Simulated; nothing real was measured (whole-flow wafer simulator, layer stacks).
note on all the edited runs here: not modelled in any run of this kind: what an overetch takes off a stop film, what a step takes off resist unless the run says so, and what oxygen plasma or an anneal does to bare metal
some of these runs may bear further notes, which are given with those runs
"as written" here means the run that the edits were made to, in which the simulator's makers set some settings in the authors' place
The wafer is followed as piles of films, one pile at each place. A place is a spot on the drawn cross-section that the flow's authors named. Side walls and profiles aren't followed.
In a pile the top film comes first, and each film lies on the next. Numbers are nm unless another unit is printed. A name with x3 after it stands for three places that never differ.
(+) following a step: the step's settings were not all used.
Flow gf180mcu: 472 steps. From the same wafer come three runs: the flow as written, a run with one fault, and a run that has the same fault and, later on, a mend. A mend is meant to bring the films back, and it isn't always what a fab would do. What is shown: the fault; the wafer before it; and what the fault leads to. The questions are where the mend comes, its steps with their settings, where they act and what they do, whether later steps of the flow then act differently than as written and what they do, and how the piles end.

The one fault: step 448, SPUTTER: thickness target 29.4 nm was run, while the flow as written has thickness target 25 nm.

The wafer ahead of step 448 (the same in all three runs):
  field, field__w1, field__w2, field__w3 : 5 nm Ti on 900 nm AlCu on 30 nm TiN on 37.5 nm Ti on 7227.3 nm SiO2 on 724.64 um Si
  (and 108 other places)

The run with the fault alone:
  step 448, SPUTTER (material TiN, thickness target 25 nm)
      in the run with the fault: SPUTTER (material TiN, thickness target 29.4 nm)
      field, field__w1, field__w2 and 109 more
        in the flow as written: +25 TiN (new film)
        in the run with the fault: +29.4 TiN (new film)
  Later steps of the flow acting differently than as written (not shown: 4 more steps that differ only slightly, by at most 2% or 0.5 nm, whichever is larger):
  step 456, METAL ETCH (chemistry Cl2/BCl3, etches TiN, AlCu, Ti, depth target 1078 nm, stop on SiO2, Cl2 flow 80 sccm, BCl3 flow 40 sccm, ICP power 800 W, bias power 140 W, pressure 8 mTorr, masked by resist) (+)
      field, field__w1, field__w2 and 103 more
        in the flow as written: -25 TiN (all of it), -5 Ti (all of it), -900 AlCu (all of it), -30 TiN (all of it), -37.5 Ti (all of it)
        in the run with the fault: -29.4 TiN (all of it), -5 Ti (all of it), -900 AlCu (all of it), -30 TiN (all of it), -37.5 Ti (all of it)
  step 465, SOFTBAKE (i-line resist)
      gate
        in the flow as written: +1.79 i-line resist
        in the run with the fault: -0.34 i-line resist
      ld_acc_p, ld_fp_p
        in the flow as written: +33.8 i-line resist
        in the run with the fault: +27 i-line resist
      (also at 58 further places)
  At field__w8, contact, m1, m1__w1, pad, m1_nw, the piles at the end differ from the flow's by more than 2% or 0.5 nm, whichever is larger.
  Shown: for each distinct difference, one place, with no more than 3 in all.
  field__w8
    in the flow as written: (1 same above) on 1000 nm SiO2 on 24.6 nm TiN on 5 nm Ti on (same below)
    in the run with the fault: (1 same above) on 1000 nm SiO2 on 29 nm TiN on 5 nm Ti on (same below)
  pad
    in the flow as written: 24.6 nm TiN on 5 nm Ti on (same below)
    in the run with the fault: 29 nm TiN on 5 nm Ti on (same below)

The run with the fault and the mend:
  After step 448 comes the mend.
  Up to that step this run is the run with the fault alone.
  step 448a, METAL ETCH (chemistry Cl2/BCl3, etches TiN, AlCu, Ti, depth target 4.4 nm, Cl2 flow 80 sccm, BCl3 flow 40 sccm, ICP power 800 W, bias power 140 W, pressure 8 mTorr) (the flow's step 260, run once more with other settings)
      field, field__w1, field__w2 and 109 more
        -4.4 TiN
  Every later step of the flow that is run acts as written at every place that is followed.
  By the end, the piles equal the flow's at every place that both follow.
